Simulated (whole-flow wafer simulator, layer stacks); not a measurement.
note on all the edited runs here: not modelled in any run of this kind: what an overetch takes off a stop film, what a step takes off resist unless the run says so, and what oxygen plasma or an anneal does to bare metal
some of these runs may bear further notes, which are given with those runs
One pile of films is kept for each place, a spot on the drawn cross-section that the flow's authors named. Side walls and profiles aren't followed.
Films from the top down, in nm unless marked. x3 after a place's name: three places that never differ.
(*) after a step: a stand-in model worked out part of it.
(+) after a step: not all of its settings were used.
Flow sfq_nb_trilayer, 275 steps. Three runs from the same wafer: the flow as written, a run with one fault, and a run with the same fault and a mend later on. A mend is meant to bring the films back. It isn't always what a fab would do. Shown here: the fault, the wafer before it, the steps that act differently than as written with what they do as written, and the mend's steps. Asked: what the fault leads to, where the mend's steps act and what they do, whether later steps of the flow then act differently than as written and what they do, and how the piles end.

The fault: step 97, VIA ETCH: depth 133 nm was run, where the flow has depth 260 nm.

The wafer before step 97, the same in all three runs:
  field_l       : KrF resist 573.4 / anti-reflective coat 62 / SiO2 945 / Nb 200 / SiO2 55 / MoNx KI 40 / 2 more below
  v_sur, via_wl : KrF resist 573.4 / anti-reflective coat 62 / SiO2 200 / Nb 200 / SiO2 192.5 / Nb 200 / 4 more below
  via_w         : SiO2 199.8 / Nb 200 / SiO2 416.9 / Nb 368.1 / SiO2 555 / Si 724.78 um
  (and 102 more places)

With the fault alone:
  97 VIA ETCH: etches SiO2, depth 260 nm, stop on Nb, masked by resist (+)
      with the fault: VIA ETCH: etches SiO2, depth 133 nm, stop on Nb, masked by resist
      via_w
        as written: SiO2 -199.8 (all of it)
        with the fault: SiO2 -133
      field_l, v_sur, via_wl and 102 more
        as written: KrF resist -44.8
        with the fault: KrF resist -22.9
  Later steps of the flow that act differently than as written (3 more steps differ only slightly, by at most 2% or 0.5 nm, whichever is larger, and aren't shown):
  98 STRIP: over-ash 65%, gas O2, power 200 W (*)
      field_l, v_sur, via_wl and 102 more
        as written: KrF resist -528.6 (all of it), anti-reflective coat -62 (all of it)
        with the fault: KrF resist -550.5 (all of it), anti-reflective coat -62 (all of it)
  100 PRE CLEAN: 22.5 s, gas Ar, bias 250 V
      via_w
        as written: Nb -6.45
        with the fault: SiO2 -7.5
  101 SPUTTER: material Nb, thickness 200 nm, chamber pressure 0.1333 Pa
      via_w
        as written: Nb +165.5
        with the fault: Nb +180 (new film)
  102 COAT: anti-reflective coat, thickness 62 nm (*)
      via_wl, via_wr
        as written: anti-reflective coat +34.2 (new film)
        with the fault: anti-reflective coat +35.9 (new film)
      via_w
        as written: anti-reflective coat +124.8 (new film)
        with the fault: anti-reflective coat +109.5 (new film)
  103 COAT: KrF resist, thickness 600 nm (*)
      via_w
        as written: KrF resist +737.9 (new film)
        with the fault: KrF resist +683.5 (new film)
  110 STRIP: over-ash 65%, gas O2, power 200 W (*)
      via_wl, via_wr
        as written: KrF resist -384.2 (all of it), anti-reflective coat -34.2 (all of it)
        with the fault: KrF resist -390.7 (all of it), anti-reflective coat -35.9 (all of it)
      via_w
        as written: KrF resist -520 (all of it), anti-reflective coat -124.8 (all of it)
        with the fault: KrF resist -465.7 (all of it), anti-reflective coat -109.5 (all of it)
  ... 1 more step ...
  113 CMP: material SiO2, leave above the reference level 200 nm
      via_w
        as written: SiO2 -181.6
        with the fault: SiO2 -157.1
  At the end the piles differ from the flow's by more than 2% or 0.5 nm, whichever is larger, at via_w.
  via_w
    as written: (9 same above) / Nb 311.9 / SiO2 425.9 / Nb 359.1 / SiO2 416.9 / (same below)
    with the fault: (9 same above) / Nb 311.9 / SiO2 345.6 / Nb 180 / SiO2 59.3 / Nb 200 / SiO2 416.9 / (same below)

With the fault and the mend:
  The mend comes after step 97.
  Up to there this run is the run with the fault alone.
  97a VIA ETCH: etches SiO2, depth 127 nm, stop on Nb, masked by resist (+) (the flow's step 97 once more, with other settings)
      field_l, v_sur, via_wl and 102 more
        KrF resist -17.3
      via_w
        SiO2 -66.8 (all of it)
  No later step of the flow acts differently than as written, at any place that is followed, by more than 2% or 0.5 nm, whichever is larger.
  At the end the piles are the same as the flow's at every place that both follow.
